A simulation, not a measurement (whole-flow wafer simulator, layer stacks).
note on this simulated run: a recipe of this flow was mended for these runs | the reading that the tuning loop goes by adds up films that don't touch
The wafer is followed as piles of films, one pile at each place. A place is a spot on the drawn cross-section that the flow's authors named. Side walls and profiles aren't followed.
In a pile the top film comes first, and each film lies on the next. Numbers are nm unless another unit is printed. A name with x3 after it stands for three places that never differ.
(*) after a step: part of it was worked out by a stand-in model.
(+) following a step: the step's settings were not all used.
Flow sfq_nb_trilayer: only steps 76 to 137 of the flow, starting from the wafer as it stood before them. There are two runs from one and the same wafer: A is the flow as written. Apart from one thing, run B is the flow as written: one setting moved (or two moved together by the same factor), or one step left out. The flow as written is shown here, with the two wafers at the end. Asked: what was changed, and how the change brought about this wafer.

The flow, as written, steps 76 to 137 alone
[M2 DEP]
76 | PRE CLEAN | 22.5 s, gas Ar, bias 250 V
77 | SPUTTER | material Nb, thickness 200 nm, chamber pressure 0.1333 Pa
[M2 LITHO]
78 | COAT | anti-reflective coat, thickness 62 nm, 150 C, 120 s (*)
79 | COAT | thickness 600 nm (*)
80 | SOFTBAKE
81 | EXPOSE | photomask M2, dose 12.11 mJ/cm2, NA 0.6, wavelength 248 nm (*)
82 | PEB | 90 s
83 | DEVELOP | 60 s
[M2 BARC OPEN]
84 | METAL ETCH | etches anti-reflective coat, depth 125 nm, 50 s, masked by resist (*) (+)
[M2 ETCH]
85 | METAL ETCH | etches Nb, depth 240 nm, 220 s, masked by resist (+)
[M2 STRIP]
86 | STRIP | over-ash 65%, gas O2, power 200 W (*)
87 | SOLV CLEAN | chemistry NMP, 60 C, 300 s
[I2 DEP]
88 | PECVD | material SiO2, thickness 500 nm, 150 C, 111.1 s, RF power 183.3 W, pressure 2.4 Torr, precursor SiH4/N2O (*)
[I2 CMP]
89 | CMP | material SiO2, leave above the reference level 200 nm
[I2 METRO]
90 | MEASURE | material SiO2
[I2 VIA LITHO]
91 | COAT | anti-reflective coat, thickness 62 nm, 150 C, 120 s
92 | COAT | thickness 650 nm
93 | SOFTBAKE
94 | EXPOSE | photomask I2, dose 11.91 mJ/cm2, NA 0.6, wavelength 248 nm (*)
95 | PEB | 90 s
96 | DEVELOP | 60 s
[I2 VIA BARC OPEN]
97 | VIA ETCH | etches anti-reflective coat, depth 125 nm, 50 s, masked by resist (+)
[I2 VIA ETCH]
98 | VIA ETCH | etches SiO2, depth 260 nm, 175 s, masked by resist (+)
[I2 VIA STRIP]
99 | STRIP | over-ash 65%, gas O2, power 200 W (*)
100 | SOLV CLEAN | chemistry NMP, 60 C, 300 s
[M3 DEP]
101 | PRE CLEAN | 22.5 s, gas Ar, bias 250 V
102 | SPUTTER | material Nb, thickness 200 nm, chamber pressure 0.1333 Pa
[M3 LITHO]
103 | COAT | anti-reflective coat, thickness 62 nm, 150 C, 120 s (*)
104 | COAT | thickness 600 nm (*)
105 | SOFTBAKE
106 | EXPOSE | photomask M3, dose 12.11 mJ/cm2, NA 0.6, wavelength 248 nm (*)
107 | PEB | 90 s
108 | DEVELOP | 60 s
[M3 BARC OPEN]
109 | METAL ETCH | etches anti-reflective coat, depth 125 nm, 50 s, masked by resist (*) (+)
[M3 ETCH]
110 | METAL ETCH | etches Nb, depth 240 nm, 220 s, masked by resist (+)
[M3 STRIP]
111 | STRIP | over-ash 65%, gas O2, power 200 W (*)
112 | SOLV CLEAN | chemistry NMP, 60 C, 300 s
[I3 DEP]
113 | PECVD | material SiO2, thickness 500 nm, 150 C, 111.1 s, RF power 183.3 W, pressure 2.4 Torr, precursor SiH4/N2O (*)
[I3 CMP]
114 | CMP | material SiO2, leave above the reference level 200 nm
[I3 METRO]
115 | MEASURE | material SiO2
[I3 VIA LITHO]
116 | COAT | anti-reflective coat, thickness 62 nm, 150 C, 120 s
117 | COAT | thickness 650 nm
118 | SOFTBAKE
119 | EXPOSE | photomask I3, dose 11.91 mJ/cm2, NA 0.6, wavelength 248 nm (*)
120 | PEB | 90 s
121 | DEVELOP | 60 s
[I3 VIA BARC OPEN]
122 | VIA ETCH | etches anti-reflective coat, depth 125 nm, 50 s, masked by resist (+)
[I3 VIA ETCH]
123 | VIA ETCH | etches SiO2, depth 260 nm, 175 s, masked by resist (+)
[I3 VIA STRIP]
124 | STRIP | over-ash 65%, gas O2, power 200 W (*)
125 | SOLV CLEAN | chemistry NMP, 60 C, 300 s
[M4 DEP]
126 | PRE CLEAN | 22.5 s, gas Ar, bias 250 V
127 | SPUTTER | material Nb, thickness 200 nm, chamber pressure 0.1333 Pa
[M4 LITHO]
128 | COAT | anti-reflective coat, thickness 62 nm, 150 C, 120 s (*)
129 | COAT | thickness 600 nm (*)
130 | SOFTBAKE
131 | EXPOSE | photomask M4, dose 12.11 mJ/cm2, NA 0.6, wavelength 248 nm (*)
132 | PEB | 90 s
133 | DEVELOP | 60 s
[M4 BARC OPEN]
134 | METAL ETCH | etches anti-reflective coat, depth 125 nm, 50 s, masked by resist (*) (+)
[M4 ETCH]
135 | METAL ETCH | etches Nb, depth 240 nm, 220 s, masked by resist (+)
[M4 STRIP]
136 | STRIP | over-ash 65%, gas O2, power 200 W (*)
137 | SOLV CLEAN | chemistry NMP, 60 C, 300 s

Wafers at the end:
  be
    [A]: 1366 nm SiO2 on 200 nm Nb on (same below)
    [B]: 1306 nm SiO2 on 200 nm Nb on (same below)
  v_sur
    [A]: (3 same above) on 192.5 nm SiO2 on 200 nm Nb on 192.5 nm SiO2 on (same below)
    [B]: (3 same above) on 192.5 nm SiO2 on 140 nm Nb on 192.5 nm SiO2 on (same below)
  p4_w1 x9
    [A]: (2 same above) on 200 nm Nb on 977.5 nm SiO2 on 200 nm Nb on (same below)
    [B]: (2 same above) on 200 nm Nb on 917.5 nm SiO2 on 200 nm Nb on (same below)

The reason: step 77, SPUTTER: thickness 140 nm was run, whereas the flow has thickness 200 nm.
The wafer itself shows it: v_sur has Nb 140, and step 77 as written asks for 200 nm.

Step by step, how the change led to this:
  77 | SPUTTER | material Nb, thickness 200 nm, chamber pressure 0.1333 Pa
      field_l, v_sur, via_wl and 102 more: A +200 Nb (new film) | B +140 Nb (new film)
      via_v: A +172.8 Nb | B +121.6 Nb
  78 | COAT | anti-reflective coat, thickness 62 nm, 150 C, 120 s (*)
      via_v: A +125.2 anti-reflective coat (new film) | B +122.5 anti-reflective coat (new film)
  85 | METAL ETCH | etches Nb, depth 240 nm, 220 s, masked by resist (+)
      field_l, be, be_sur and 81 more: A -200 Nb (all of it), -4 SiO2 | B -140 Nb (all of it), -10 SiO2
  86 | STRIP | over-ash 65%, gas O2, power 200 W (*)
      via_v: A -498 KrF-resist-other-grade (all of it), -125.2 anti-reflective coat (all of it) | B -492.8 KrF-resist-other-grade (all of it), -122.5 anti-reflective coat (all of it)
  88 | PECVD | material SiO2, thickness 500 nm, 150 C, 111.1 s, RF power 183.3 W, pressure 2.4 Torr, precursor SiH4/N2O (*)
      via_v: A +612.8 SiO2 (new film) | B +597.9 SiO2 (new film)
  89 | CMP | material SiO2, leave above the reference level 200 nm
      field_l, be, be_sur and 81 more: A -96 SiO2 | B -150 SiO2
      via_v: A -181.6 SiO2 | B -175.5 SiO2
